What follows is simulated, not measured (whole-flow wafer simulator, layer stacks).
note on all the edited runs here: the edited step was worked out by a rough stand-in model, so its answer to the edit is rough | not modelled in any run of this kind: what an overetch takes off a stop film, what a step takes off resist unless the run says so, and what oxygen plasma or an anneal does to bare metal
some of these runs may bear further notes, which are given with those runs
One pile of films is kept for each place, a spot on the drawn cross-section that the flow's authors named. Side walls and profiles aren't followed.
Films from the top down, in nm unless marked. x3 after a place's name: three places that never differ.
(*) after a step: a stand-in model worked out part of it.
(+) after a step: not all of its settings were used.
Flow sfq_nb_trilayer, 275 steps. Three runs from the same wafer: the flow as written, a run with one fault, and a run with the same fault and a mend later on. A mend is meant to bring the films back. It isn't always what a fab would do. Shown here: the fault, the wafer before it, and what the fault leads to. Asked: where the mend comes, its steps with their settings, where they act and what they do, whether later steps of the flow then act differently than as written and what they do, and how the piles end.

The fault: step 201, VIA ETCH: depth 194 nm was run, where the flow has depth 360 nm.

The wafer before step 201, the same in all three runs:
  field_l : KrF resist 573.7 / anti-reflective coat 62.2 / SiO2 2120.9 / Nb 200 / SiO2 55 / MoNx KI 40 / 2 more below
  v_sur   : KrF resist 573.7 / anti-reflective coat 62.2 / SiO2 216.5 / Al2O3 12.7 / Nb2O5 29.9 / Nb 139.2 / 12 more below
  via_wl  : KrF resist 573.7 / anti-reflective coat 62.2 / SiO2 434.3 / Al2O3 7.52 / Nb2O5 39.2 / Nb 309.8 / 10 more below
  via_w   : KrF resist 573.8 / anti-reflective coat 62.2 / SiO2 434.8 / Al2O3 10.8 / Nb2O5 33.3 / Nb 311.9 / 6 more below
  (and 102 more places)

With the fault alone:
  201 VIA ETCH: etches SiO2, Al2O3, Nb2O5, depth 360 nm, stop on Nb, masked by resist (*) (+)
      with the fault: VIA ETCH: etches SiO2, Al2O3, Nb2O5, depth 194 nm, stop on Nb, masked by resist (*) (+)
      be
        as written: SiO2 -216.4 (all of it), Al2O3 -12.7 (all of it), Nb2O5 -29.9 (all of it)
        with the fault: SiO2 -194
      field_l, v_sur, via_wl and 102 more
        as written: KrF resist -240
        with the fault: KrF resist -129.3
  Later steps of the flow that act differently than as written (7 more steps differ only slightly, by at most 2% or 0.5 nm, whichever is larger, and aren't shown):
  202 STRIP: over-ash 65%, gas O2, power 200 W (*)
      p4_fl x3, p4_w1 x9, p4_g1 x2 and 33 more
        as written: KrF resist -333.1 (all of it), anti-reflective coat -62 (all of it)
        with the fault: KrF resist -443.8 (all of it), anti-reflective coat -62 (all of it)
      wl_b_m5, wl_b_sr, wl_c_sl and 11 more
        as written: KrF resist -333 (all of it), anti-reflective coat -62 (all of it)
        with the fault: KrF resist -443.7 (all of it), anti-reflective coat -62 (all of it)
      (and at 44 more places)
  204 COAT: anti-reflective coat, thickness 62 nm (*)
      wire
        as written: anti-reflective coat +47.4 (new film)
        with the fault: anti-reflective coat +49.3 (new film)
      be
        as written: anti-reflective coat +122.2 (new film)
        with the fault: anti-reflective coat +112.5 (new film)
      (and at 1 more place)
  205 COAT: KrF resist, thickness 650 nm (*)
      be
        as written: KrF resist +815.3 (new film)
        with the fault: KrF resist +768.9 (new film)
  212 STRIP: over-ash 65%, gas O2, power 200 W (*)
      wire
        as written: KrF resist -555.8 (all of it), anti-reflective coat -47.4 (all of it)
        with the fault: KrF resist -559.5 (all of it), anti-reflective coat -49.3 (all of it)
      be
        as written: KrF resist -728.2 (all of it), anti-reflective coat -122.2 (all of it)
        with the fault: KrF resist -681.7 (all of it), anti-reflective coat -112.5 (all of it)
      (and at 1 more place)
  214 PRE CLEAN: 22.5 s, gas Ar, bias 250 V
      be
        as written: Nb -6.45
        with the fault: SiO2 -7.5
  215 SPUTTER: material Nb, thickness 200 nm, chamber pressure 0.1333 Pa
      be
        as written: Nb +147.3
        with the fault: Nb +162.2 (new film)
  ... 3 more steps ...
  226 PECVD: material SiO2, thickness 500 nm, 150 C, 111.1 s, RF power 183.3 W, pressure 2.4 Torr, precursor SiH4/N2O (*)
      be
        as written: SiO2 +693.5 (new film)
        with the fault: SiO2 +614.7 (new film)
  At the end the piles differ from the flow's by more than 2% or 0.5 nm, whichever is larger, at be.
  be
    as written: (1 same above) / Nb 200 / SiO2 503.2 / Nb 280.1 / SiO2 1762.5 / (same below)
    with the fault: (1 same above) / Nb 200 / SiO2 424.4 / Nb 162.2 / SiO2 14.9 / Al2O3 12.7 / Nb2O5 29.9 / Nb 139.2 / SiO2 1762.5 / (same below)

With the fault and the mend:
  The mend comes after step 201.
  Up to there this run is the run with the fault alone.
  201a VIA ETCH: etches SiO2, Al2O3, Nb2O5, depth 166 nm, stop on Nb, masked by resist (*) (+) (the flow's step 201 once more, with other settings)
      field_l, v_sur, via_wl and 102 more
        KrF resist -110.7
      be
        SiO2 -22.4 (all of it), Al2O3 -12.7 (all of it), Nb2O5 -29.9 (all of it)
  No later step of the flow acts differently than as written at any place that is followed.
  At the end the piles are the same as the flow's at every place that both follow.
